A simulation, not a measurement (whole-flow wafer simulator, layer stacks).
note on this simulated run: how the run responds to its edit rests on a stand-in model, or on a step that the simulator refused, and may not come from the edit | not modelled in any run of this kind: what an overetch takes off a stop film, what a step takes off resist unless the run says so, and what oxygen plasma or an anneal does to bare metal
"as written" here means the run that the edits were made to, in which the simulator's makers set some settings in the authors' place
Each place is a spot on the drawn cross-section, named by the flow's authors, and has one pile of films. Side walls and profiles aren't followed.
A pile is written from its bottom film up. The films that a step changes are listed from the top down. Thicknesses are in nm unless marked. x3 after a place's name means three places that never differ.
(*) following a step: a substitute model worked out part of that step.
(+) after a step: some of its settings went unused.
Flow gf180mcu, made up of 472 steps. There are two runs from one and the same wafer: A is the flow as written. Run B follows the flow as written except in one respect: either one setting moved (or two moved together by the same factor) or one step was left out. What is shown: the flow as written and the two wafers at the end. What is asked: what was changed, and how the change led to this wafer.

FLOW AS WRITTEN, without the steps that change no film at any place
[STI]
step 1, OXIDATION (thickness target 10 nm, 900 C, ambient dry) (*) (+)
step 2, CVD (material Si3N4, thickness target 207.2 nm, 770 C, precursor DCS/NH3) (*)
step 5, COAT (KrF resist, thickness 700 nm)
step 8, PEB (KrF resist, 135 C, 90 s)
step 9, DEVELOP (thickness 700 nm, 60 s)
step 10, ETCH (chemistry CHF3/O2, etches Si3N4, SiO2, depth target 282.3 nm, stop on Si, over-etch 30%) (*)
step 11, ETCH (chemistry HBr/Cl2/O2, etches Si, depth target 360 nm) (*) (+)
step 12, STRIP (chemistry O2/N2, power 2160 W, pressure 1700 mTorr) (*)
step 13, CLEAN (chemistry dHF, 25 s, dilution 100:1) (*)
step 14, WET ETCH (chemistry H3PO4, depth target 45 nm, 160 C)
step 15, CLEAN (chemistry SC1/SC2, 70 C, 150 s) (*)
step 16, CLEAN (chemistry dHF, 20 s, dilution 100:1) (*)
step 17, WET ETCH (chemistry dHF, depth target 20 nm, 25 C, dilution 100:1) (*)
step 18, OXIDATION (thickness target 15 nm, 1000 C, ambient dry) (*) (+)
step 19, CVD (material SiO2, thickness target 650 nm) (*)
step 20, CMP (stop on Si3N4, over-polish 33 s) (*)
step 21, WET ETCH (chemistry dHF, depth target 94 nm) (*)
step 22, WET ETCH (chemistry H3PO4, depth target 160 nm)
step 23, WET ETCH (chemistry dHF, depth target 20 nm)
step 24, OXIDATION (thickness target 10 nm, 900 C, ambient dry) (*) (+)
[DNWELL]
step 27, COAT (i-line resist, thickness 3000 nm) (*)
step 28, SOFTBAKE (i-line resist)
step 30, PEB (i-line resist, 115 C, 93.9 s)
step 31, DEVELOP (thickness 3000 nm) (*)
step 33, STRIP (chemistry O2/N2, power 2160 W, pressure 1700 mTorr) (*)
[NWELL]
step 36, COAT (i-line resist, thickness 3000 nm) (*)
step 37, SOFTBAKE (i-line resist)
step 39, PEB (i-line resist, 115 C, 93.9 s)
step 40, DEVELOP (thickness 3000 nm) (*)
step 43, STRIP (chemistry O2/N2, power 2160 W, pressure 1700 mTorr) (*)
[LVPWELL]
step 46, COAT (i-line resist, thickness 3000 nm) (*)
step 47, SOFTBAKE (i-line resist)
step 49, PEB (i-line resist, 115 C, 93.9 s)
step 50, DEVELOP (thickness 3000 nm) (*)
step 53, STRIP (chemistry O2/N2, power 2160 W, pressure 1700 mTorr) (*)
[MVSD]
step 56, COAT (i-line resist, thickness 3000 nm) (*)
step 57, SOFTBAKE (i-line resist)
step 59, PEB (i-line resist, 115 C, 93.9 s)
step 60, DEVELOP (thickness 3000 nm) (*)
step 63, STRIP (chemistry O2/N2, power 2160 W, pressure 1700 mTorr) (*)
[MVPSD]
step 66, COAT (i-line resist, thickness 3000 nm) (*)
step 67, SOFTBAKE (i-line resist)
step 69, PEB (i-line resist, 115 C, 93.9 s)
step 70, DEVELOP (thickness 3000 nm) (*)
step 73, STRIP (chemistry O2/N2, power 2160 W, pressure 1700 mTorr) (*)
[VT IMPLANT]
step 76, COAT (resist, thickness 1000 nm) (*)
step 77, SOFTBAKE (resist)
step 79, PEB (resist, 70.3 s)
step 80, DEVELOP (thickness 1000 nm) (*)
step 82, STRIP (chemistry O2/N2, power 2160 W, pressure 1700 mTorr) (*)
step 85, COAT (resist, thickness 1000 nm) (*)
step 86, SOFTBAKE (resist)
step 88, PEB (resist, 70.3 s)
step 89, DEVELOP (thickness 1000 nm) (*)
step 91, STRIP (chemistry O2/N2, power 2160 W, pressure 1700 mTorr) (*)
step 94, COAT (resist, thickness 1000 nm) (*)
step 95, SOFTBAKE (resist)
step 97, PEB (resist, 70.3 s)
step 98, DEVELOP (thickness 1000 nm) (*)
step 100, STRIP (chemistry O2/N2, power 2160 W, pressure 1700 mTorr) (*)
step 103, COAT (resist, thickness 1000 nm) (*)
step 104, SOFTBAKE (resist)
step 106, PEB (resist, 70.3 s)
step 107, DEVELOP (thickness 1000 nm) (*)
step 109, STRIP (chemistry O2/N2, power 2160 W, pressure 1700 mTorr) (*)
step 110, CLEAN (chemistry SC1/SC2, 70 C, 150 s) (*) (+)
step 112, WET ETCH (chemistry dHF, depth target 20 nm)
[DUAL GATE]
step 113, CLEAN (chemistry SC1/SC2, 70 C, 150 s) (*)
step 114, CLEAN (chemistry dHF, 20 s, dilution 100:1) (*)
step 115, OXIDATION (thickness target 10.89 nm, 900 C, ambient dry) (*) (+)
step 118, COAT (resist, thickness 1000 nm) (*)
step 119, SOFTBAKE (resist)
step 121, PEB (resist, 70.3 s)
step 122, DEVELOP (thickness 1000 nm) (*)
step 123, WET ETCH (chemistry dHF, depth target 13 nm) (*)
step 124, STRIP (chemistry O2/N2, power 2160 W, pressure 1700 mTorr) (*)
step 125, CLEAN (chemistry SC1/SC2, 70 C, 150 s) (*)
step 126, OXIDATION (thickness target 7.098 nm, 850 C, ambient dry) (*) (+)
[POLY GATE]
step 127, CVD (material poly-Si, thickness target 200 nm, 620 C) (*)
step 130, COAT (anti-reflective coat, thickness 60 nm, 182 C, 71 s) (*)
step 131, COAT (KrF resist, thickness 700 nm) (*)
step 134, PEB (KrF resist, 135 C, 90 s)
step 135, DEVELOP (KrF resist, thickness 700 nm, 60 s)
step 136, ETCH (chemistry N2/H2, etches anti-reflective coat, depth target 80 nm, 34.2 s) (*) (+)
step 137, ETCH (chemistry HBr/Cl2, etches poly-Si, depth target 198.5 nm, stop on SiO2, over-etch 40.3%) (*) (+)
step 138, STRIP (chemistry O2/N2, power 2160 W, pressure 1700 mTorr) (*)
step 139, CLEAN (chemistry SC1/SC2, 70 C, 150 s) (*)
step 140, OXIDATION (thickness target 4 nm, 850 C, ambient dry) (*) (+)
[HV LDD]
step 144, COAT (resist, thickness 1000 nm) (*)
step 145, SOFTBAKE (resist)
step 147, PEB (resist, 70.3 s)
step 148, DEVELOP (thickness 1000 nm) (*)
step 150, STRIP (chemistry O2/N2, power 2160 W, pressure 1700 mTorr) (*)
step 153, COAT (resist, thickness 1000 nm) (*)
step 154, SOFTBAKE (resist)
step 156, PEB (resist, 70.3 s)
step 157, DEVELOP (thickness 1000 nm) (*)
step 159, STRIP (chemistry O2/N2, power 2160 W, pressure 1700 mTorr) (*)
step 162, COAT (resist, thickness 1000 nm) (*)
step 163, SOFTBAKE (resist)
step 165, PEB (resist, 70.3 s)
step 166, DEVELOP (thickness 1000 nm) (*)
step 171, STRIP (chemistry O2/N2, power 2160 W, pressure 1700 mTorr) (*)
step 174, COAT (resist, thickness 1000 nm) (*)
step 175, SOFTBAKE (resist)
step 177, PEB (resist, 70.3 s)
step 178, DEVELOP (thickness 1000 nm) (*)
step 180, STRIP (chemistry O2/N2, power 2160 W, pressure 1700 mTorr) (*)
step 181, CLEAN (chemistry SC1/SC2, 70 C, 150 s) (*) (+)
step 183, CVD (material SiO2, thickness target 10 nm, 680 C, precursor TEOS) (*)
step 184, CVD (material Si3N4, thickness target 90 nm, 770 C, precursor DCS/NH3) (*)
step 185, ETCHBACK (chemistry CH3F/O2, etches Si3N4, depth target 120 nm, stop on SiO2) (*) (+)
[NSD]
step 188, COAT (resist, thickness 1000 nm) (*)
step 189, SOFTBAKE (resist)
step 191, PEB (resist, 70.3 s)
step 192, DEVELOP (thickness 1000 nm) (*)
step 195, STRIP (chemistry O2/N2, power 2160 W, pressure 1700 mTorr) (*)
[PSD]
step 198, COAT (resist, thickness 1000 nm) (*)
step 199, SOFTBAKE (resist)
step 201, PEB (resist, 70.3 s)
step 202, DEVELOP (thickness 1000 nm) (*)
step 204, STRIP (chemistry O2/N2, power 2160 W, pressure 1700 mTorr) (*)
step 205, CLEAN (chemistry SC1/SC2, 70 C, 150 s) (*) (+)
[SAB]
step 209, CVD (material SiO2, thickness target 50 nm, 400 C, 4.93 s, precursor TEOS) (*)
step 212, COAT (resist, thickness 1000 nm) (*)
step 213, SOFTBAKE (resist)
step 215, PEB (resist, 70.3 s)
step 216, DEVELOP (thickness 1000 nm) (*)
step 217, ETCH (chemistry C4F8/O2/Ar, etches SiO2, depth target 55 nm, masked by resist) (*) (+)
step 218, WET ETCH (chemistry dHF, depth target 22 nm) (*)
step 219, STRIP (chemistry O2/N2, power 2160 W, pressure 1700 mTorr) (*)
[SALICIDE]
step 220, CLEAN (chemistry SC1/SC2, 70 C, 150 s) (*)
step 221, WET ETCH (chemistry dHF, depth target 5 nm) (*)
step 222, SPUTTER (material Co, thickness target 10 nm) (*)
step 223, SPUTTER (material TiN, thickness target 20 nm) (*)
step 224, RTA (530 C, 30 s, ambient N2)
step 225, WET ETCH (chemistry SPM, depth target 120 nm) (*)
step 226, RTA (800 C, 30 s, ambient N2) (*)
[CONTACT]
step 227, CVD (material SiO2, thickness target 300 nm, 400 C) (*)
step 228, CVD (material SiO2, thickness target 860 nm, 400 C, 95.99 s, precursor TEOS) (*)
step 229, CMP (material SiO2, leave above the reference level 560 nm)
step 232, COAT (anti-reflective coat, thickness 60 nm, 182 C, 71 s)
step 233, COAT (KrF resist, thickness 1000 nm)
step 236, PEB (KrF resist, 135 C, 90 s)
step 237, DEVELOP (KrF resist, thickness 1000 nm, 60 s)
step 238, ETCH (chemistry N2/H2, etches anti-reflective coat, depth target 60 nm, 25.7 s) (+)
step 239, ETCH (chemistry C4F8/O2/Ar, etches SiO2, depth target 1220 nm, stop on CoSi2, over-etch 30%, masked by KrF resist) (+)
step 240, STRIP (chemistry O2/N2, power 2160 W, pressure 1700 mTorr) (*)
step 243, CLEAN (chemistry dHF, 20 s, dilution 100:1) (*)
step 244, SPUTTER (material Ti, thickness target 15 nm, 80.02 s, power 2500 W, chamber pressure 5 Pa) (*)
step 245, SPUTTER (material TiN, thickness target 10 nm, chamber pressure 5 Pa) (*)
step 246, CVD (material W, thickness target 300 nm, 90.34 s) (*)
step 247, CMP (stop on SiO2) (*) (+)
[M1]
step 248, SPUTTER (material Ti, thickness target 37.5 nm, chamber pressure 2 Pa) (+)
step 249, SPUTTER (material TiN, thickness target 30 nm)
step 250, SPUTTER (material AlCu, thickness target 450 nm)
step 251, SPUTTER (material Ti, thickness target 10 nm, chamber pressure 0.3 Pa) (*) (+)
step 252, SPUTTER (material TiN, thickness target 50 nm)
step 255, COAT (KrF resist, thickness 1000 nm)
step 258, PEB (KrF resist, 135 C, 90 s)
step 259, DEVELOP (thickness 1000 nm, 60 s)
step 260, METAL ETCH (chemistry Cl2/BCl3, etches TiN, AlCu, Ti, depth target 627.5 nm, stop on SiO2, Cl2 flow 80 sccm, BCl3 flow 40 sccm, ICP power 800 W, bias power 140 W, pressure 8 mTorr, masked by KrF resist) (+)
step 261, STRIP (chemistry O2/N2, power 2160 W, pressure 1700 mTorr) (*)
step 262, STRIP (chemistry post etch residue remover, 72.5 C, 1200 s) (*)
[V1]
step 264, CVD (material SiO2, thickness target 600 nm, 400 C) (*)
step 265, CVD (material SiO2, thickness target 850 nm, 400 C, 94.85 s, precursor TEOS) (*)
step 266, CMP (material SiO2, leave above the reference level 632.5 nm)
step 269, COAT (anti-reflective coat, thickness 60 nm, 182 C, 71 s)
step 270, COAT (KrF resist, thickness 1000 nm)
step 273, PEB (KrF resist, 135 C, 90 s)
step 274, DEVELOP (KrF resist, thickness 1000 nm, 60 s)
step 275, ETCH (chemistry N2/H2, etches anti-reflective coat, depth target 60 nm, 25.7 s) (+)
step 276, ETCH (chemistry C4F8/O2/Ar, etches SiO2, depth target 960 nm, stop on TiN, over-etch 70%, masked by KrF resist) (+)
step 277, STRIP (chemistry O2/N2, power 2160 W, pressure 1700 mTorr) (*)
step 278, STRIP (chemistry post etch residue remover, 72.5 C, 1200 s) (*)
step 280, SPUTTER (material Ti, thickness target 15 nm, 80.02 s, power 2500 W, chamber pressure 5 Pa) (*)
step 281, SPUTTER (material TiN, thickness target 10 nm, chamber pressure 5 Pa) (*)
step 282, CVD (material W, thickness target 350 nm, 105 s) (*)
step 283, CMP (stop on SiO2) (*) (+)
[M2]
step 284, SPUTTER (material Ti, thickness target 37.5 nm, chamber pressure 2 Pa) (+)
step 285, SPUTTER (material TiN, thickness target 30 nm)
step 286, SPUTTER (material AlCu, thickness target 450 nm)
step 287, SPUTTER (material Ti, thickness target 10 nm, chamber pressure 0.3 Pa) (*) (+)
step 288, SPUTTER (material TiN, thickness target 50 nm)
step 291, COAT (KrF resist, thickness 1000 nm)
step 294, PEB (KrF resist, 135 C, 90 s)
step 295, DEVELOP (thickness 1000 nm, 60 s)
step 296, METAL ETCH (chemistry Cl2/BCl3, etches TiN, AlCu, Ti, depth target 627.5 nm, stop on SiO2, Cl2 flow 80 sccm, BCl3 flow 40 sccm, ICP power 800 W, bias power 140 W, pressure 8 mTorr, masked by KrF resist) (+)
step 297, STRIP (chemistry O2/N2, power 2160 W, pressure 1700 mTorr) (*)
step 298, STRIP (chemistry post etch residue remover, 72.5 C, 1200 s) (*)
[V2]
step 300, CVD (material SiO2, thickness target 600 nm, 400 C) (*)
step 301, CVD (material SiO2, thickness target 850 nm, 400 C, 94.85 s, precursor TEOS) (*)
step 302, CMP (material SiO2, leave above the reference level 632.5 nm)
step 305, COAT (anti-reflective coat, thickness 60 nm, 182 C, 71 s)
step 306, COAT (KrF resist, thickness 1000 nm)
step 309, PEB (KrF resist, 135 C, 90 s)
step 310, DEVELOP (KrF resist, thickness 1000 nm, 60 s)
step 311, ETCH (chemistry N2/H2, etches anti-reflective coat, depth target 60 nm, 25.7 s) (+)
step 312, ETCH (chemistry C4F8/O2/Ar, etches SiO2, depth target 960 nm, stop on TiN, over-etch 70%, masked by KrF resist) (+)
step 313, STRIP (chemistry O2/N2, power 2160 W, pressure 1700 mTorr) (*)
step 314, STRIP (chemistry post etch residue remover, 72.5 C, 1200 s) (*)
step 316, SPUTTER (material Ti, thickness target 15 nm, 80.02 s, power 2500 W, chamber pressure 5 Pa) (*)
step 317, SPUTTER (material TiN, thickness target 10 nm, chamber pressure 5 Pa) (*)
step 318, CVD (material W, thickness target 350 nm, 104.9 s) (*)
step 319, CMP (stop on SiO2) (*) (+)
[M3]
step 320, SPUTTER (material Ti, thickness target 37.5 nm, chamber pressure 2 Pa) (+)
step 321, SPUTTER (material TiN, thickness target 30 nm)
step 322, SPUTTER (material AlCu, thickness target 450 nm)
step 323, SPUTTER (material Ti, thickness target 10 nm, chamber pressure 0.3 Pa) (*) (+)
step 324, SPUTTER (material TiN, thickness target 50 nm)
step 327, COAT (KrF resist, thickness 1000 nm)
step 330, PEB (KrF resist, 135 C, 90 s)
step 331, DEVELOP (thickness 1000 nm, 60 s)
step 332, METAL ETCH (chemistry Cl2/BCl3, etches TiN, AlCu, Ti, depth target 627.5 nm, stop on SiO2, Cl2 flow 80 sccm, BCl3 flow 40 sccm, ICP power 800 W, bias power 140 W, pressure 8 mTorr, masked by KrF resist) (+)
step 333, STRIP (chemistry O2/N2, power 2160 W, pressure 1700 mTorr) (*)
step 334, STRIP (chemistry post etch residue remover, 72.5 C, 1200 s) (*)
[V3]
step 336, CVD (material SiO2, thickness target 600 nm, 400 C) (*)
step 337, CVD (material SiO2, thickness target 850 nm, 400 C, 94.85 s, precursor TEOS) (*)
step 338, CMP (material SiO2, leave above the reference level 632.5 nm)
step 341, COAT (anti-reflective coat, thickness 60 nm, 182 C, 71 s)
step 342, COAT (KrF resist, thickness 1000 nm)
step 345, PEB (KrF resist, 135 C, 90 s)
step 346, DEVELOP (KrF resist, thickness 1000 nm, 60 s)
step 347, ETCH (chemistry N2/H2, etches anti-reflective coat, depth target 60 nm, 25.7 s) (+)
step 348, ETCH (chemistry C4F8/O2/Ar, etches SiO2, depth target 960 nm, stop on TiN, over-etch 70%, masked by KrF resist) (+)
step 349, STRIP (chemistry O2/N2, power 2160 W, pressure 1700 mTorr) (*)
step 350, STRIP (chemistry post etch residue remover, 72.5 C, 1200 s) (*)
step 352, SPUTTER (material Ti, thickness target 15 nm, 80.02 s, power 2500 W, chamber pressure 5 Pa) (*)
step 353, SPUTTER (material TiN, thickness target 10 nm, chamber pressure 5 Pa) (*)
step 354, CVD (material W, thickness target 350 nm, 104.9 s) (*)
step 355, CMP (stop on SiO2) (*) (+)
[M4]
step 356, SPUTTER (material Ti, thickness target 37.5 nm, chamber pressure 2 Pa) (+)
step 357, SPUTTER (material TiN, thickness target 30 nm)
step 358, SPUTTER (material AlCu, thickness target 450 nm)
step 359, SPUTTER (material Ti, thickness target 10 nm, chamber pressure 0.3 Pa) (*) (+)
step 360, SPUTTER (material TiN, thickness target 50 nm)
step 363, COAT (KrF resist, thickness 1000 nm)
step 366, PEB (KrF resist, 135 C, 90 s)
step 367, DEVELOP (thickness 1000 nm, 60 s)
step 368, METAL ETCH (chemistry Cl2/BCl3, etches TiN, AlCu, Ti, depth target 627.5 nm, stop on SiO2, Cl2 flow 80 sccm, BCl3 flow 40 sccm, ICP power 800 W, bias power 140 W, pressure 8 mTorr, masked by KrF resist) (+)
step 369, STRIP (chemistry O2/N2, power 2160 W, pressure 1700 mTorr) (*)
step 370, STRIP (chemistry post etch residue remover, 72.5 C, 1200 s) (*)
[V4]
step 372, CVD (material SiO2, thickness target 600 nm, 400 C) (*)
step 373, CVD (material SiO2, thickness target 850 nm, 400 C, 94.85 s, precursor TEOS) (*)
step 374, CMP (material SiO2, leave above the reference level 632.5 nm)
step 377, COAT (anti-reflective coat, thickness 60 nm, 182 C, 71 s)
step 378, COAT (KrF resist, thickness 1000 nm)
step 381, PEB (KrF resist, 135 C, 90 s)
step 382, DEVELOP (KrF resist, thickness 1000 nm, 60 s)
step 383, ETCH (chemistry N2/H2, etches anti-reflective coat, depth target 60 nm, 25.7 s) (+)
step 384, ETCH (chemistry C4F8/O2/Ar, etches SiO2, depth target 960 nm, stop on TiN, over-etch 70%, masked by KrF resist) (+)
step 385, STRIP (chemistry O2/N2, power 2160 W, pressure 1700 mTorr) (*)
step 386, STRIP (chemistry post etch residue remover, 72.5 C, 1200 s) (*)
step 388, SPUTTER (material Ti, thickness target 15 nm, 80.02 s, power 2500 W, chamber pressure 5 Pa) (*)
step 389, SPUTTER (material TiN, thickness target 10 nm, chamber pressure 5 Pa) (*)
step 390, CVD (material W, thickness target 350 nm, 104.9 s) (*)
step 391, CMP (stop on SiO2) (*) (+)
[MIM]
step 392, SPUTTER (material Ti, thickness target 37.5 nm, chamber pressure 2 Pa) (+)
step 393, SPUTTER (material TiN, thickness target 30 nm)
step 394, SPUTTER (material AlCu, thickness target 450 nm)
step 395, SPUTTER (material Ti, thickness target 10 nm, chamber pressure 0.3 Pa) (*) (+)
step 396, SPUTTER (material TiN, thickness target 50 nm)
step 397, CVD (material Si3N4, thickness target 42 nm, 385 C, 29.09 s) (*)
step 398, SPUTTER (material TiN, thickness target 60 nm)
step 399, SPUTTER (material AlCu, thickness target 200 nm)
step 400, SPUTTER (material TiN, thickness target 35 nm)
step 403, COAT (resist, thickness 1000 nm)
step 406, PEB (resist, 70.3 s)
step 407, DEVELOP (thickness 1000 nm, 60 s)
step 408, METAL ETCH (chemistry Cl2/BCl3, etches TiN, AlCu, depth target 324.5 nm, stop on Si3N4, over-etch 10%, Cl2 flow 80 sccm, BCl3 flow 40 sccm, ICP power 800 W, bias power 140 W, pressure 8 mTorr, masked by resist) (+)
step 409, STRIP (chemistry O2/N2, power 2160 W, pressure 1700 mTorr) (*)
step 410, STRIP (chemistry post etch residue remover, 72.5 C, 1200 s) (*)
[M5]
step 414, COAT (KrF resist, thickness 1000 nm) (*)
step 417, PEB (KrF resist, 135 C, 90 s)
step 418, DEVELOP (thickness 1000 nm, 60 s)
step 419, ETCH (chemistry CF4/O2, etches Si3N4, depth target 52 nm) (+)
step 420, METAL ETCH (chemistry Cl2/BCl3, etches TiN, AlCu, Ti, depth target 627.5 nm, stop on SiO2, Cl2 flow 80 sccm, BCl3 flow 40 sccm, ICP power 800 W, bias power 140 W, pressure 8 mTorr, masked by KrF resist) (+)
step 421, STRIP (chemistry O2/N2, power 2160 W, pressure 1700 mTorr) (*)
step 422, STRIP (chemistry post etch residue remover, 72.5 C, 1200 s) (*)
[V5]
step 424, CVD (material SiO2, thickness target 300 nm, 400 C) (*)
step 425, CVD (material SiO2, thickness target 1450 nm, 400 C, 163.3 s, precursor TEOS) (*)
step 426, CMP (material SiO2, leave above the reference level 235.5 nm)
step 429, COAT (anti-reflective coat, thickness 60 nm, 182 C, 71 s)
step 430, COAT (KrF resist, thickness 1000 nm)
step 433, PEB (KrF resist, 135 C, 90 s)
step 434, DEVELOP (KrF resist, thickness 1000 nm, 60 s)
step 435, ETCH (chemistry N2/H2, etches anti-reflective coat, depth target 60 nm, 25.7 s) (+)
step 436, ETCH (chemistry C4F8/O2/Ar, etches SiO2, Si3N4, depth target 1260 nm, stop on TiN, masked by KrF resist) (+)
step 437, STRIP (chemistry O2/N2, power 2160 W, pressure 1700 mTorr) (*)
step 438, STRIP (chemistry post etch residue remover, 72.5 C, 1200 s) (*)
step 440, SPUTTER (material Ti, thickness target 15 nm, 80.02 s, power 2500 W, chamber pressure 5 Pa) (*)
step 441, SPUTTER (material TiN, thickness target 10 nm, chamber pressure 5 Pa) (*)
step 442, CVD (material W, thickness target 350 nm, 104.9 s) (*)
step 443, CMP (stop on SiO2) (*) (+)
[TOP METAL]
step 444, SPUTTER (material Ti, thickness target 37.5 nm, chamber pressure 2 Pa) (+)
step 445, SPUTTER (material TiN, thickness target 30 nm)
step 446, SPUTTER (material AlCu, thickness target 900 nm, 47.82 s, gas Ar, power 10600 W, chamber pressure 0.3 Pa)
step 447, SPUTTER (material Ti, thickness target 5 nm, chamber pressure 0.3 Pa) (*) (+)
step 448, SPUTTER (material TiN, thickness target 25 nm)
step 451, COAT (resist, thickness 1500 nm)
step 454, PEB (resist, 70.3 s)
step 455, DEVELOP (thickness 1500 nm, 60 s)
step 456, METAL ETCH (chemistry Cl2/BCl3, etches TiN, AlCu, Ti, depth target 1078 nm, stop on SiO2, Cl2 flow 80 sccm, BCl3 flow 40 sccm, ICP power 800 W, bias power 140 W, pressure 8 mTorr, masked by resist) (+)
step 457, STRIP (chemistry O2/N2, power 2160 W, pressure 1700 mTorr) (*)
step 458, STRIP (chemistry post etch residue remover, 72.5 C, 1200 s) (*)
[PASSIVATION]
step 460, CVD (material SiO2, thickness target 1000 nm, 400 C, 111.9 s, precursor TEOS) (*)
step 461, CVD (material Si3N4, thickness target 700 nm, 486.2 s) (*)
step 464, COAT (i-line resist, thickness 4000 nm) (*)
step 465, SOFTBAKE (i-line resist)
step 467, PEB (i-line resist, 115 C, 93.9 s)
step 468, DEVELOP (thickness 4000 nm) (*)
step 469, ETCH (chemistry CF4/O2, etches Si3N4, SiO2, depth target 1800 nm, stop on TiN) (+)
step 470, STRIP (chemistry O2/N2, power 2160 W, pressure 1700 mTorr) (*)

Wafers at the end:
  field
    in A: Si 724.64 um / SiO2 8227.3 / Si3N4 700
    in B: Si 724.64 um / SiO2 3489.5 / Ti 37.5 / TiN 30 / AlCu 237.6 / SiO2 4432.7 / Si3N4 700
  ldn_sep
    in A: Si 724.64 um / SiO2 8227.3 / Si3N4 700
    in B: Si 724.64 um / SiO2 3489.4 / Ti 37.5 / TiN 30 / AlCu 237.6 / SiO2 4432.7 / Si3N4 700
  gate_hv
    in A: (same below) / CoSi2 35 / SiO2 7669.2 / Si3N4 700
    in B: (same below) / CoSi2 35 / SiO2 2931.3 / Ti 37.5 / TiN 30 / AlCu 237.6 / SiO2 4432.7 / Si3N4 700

Cause: step 332, METAL ETCH: depth target 266.7 nm was run, though the flow has depth target 627.5 nm.

The path from the change to this, step by step:
  step 332, METAL ETCH (chemistry Cl2/BCl3, etches TiN, AlCu, Ti, depth target 627.5 nm, stop on SiO2, Cl2 flow 80 sccm, BCl3 flow 40 sccm, ICP power 800 W, bias power 140 W, pressure 8 mTorr, masked by KrF resist) (+)
      field, field__w1, field__w2 and 103 more: A -50 TiN (all of it), -10 Ti (all of it), -450 AlCu (all of it), -30 TiN (all of it), -37.5 Ti (all of it) | B -50 TiN (all of it), -10 Ti (all of it), -206.7 AlCu
      field__w8, contact, m1, m1__w1, m1_nw: A -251 KrF resist | B -106.7 KrF resist
  step 333, STRIP (chemistry O2/N2, power 2160 W, pressure 1700 mTorr) (*)
      field__w8, contact, m1, m1__w1, m1_nw: A -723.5 KrF resist (all of it) | B -867.8 KrF resist (all of it)
  step 334, STRIP (chemistry post etch residue remover, 72.5 C, 1200 s) (*)
      field, field__w1, field__w2 and 103 more: A nothing | B -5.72 AlCu
  step 336, CVD (material SiO2, thickness target 600 nm, 400 C) (*)
      field, field__w1, field__w2 and 103 more: A +600 SiO2 | B +600 SiO2 (new film)
  step 338, CMP (material SiO2, leave above the reference level 632.5 nm)
      field, field__w1, field__w2 and 103 more: A -300 SiO2 | B -605.1 SiO2
If metal films that touch count as one body, field has 1 body; the flow as written gives 0 bodies.
If metal films that touch count as one body, ldn_sep has 1 body; the flow as written gives 0 bodies.
If metal films that touch count as one body, gate_hv has 2 bodies (between them, from the top down: SiO2 2931.3); the flow as written gives 1 body.
